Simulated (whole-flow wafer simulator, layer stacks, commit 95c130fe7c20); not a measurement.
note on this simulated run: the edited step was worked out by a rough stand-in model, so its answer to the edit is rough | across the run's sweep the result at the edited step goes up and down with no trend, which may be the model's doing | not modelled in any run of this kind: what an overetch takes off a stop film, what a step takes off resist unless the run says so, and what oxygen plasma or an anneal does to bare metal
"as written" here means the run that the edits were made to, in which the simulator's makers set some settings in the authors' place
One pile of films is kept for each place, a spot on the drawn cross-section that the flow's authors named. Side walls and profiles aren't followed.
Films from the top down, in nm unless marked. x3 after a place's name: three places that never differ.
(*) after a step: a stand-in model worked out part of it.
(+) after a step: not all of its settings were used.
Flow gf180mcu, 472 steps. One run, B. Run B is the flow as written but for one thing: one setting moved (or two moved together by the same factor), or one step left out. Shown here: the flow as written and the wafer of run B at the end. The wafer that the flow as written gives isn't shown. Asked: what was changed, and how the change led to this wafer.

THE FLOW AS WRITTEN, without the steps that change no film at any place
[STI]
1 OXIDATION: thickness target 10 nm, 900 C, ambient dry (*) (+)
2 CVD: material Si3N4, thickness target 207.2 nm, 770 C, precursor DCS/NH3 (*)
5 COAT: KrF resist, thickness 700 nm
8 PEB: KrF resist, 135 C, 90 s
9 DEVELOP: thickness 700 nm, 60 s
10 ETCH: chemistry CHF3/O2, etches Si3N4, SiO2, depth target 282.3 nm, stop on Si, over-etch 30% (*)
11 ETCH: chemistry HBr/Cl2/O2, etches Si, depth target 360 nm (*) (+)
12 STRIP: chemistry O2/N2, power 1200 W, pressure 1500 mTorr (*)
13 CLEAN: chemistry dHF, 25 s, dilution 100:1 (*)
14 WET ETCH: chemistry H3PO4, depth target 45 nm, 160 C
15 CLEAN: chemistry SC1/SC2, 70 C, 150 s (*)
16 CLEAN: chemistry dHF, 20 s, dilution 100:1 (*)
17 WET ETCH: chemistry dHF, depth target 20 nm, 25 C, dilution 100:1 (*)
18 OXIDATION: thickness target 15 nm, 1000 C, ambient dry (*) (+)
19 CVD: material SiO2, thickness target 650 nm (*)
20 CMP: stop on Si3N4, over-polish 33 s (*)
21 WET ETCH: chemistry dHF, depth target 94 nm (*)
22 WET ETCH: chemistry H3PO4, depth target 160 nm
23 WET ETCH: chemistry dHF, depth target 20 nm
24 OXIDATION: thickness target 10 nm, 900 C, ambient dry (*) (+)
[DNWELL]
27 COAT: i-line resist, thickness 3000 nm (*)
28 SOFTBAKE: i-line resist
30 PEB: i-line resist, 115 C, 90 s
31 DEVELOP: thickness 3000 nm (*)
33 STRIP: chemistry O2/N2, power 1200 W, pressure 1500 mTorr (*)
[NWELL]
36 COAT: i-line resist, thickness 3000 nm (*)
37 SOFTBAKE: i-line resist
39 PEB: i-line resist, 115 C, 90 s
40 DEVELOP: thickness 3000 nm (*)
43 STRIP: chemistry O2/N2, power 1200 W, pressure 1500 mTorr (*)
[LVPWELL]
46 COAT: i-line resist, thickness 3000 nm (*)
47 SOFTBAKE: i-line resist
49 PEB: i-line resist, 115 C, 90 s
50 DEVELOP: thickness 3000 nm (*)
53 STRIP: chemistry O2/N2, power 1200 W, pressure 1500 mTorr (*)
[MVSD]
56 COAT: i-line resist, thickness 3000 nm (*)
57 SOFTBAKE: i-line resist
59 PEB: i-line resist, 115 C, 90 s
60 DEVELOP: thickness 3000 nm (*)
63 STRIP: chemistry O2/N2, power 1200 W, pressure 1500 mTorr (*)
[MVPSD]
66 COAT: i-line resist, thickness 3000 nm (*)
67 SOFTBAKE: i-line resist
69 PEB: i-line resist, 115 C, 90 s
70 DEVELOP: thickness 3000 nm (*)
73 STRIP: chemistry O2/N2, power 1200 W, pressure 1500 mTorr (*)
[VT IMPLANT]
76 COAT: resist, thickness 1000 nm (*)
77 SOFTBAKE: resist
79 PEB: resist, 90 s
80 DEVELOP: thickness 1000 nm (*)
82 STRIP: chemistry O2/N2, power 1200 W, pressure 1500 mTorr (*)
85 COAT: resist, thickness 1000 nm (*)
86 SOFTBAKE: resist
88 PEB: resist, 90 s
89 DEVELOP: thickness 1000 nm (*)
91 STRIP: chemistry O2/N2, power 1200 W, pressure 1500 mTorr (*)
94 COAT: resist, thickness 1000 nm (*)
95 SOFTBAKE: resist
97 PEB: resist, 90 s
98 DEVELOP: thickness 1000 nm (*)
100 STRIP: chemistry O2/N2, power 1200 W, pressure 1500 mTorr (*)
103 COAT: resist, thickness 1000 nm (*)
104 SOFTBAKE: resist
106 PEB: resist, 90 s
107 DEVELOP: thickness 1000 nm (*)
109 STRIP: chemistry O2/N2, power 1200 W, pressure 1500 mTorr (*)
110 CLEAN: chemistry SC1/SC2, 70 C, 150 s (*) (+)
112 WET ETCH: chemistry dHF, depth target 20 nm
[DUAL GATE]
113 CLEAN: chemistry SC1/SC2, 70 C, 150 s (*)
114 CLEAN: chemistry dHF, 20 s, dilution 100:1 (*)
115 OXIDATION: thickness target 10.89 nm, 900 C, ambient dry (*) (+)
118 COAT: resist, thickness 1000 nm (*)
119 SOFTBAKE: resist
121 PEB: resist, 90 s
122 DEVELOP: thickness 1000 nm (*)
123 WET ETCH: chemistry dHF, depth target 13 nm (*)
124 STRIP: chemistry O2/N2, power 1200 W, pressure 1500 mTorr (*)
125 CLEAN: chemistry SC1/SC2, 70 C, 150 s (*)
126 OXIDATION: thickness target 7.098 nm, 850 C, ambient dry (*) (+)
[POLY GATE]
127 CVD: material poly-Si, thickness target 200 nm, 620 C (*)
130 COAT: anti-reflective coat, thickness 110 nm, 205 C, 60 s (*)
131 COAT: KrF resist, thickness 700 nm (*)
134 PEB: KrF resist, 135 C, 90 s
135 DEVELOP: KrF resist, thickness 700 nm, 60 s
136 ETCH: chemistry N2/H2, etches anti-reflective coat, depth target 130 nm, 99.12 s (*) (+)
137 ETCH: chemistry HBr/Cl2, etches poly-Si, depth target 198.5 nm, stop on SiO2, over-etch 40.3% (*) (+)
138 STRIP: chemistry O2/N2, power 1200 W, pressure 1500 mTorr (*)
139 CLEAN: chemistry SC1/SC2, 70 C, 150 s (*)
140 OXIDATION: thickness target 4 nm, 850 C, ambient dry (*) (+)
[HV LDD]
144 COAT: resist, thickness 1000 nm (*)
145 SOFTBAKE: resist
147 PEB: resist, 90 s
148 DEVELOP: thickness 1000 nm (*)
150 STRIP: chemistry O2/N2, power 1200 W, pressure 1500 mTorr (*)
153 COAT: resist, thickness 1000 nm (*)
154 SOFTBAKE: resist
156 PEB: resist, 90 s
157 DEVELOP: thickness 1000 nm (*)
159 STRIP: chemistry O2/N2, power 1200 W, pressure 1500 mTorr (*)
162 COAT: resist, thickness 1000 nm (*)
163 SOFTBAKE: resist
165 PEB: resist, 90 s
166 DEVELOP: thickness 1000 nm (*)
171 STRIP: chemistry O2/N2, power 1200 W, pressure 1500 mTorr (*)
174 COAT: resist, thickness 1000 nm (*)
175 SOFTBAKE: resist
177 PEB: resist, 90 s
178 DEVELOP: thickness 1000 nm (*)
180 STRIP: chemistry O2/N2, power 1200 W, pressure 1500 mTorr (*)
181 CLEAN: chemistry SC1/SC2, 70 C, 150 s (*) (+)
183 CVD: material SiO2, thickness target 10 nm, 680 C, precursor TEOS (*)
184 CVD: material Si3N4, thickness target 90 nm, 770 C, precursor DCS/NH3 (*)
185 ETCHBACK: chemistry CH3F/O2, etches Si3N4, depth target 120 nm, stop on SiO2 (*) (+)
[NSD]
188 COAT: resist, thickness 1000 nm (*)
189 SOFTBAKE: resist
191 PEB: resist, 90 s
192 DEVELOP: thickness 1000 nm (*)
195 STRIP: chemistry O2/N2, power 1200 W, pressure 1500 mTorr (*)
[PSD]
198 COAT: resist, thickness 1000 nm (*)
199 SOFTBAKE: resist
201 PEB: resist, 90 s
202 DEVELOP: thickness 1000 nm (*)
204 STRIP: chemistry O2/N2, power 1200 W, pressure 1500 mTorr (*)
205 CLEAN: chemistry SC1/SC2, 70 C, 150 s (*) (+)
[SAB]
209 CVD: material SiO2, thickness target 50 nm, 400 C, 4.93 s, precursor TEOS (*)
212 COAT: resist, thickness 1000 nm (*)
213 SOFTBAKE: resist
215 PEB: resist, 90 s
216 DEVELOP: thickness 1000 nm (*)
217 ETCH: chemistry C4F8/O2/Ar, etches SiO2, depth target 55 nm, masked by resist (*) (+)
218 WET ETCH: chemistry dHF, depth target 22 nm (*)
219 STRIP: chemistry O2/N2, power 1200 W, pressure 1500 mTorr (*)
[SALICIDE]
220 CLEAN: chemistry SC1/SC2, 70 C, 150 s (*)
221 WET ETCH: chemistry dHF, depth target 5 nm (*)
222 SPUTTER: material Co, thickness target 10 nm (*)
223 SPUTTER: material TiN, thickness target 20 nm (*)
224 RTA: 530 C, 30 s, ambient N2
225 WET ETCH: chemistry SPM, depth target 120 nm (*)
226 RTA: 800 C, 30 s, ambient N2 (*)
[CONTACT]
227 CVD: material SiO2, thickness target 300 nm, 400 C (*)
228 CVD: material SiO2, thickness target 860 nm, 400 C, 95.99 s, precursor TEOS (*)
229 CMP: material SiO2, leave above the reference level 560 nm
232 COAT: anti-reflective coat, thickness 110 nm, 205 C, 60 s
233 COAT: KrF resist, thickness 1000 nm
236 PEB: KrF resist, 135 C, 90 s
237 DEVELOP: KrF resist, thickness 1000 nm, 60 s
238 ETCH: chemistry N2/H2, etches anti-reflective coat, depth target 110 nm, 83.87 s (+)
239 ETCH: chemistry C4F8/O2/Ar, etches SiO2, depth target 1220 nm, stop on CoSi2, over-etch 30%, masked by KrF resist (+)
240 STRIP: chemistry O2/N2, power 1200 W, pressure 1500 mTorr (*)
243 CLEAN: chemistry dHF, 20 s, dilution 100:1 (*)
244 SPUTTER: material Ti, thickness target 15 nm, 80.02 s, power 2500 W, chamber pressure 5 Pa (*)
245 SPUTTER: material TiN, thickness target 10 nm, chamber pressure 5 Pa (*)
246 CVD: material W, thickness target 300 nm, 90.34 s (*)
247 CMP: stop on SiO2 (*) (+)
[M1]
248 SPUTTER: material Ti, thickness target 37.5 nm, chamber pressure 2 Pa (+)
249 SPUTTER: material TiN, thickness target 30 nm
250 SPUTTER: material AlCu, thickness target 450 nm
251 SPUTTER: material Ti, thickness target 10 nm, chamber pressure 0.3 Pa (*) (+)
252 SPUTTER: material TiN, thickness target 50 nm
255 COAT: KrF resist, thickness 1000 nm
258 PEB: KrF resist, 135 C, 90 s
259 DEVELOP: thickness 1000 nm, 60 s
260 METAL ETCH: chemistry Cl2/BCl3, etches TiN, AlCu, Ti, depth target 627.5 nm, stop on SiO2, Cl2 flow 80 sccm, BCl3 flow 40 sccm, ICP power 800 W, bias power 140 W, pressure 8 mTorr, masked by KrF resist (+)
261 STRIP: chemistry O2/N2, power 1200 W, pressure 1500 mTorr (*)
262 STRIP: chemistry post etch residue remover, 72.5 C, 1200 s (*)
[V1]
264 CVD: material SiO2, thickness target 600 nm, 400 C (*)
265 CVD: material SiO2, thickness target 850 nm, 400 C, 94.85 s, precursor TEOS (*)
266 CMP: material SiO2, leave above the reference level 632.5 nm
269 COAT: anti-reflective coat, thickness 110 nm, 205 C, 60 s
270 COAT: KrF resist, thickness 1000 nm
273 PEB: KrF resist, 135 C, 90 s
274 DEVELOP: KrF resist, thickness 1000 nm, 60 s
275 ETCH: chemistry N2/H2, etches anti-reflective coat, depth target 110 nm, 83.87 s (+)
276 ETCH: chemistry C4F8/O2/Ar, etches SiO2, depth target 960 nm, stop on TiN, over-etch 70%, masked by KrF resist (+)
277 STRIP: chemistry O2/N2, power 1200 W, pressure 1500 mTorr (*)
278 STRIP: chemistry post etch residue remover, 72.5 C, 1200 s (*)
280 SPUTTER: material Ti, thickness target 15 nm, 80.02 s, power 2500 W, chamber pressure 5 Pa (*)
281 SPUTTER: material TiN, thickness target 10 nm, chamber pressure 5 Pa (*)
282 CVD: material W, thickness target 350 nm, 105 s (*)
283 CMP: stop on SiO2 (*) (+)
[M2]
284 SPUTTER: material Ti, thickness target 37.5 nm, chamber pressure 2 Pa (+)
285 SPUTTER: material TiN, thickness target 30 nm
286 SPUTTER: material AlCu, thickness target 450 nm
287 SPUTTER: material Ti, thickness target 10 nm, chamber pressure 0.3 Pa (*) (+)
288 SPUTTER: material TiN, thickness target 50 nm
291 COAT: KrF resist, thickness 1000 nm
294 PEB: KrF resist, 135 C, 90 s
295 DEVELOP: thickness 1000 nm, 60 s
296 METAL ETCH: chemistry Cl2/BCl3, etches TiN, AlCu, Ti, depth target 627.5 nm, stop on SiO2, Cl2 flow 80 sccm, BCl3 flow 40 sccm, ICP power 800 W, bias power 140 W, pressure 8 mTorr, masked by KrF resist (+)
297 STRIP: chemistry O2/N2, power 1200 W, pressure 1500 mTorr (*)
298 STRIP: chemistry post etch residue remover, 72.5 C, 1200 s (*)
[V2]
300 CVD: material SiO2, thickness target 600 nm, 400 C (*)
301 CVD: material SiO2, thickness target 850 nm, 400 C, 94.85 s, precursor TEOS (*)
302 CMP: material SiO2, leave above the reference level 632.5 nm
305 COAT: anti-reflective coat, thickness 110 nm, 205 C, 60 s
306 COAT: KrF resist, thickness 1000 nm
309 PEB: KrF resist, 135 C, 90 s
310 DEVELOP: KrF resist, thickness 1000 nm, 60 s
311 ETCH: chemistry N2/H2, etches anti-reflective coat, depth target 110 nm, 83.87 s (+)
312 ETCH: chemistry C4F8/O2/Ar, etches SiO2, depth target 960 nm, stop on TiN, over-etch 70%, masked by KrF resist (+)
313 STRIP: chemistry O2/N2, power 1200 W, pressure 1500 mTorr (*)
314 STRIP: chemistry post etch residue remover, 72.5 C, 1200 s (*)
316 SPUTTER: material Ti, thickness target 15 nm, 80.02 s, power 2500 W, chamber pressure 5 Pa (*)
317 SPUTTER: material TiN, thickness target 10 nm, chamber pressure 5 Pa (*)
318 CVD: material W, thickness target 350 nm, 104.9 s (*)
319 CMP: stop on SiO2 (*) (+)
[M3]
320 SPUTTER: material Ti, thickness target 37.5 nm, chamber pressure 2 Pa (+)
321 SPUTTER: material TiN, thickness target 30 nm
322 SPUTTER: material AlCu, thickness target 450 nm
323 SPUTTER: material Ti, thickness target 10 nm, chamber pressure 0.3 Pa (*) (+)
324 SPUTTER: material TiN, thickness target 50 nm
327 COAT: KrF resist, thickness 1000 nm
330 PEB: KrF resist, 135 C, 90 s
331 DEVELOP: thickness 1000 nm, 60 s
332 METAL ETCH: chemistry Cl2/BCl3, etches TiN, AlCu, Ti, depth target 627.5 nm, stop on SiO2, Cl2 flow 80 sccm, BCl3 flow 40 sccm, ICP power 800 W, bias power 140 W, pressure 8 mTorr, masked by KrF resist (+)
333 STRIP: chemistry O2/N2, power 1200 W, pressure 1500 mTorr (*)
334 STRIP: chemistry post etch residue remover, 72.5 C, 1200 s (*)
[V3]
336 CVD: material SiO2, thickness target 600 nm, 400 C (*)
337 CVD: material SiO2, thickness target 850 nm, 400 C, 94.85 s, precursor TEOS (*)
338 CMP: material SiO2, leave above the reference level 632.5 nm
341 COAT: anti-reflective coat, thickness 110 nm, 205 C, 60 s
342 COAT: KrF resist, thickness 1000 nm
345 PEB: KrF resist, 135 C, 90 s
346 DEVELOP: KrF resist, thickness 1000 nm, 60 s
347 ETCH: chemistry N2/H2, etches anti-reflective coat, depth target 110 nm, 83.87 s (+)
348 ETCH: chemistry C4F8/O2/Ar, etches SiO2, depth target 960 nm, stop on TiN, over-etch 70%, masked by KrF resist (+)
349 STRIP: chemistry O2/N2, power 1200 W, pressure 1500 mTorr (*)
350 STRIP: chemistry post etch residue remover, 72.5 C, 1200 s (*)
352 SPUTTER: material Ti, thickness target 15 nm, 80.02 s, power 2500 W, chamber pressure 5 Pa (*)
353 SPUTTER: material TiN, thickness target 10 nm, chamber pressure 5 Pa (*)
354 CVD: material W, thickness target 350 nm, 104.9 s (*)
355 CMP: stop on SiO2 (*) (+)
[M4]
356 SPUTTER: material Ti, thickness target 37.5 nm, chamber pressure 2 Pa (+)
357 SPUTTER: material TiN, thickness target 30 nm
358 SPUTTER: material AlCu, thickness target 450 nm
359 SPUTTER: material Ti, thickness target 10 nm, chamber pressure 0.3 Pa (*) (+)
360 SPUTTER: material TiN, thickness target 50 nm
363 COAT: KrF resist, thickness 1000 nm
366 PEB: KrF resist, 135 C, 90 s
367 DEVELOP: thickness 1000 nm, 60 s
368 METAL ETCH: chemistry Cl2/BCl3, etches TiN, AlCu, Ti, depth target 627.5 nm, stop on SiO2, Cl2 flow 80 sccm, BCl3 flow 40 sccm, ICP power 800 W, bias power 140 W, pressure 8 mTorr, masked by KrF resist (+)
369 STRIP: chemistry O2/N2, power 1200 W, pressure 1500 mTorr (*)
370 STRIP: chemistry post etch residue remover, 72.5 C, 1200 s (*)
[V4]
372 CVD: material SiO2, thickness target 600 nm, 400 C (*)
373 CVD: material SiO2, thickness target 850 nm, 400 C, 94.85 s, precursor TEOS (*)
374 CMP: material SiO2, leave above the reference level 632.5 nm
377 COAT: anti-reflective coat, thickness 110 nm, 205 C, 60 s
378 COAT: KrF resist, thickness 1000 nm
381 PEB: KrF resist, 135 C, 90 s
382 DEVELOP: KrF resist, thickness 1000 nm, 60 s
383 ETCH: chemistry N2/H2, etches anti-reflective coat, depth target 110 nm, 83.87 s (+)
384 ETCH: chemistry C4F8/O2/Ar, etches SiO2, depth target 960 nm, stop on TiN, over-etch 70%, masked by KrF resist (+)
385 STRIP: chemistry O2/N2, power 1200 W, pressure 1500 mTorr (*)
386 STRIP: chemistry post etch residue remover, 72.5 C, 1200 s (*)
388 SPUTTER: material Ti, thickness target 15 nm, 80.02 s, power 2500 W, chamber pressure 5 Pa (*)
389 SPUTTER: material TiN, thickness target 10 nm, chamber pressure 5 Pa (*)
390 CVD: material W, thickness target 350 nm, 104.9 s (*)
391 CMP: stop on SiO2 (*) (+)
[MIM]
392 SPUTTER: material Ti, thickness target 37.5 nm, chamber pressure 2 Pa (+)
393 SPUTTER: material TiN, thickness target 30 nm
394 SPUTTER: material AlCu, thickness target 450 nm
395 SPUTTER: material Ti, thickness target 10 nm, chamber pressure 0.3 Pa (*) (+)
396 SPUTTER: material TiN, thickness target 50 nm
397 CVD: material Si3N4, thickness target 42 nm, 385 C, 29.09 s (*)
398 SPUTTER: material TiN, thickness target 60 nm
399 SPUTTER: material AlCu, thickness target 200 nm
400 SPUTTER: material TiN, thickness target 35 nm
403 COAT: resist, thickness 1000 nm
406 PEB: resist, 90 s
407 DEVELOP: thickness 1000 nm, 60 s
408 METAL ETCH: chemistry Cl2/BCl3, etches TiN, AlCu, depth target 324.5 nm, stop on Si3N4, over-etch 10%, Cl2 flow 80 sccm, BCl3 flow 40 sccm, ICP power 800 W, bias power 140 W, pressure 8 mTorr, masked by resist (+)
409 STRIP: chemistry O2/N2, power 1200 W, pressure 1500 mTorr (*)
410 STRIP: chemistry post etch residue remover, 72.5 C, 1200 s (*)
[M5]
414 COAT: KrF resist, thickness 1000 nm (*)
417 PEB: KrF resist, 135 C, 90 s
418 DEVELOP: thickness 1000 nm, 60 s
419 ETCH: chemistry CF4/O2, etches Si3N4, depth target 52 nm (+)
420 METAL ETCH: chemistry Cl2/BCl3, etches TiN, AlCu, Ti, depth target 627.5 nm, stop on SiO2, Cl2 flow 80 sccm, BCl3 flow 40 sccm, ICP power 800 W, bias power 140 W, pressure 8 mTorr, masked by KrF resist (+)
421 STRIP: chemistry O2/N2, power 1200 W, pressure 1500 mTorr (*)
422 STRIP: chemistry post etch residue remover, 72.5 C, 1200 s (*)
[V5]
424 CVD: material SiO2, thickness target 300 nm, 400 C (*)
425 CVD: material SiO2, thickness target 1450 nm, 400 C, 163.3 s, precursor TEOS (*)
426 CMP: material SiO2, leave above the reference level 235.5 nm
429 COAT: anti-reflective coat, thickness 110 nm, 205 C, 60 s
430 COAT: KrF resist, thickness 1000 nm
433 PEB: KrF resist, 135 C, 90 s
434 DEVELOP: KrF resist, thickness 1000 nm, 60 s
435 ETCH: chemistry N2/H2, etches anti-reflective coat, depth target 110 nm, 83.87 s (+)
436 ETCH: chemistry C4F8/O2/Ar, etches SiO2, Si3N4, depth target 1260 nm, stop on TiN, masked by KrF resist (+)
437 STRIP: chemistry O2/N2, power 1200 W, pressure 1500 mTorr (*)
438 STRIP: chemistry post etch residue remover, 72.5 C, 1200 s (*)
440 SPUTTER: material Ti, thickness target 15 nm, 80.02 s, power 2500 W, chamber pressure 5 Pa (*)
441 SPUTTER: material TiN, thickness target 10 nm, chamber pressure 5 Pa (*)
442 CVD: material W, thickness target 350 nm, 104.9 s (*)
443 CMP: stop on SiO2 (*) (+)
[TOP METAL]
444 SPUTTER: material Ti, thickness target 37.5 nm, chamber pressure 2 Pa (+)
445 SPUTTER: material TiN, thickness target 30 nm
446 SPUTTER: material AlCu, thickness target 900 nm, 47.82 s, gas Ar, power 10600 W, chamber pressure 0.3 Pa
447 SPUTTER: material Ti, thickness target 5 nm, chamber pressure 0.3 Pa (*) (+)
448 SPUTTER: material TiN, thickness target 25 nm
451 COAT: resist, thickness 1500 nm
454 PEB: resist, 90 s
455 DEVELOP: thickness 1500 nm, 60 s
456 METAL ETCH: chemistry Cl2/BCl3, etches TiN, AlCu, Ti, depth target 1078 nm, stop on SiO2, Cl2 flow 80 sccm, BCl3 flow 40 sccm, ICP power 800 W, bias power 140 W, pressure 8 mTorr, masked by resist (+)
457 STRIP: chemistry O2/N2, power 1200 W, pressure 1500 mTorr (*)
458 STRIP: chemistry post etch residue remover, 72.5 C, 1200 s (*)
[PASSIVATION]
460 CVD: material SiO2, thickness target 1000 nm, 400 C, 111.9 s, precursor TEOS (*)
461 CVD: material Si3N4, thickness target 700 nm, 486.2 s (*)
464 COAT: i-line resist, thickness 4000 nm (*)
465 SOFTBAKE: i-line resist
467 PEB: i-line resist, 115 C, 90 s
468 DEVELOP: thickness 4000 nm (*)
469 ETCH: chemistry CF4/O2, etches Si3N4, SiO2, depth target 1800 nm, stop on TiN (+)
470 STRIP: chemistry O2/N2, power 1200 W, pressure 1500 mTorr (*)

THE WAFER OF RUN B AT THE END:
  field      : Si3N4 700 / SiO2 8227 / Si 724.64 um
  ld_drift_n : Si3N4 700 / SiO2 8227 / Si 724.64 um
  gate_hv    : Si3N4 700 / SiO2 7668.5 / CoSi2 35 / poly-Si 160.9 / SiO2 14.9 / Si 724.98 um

The cause: step 126, OXIDATION: thickness target 7.808 nm was run, where the flow has thickness target 7.098 nm.

How the change led to this, step by step:
  126 OXIDATION: thickness target 7.098 nm, 850 C, ambient dry (*) (+)
      gate_hv, active_hv, active_nat and 25 more: SiO2 +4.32, Si -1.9 (as written it would be: SiO2 +3.72, Si -1.64)
      active, n_well, p_well and 12 more: SiO2 +7.81 (new film), chemical SiO2 -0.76 (all of it), Si -3.1 (as written it would be: SiO2 +7.1 (new film), chemical SiO2 -0.76 (all of it), Si -2.79)
  189 SOFTBAKE: resist
      nw_enc_fld_lv__w3: resist -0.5 (as written it would be: resist +0.35)
  199 SOFTBAKE: resist
      nw_enc_fld_lv__w3: resist -0.5 (as written it would be: resist +0.35)
  218 WET ETCH: chemistry dHF, depth target 22 nm (*)
      active, p_well, sd_n, iso_ptap_pw, iso_ntap_nw, iso_ptap_sub, vpnp_e: SiO2 -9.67 (all of it) (as written it would be: SiO2 -9.01 (all of it))
      sd_p, contact: SiO2 -8.78 (all of it) (as written it would be: SiO2 -8.12 (all of it))
      (and at 7 more places)
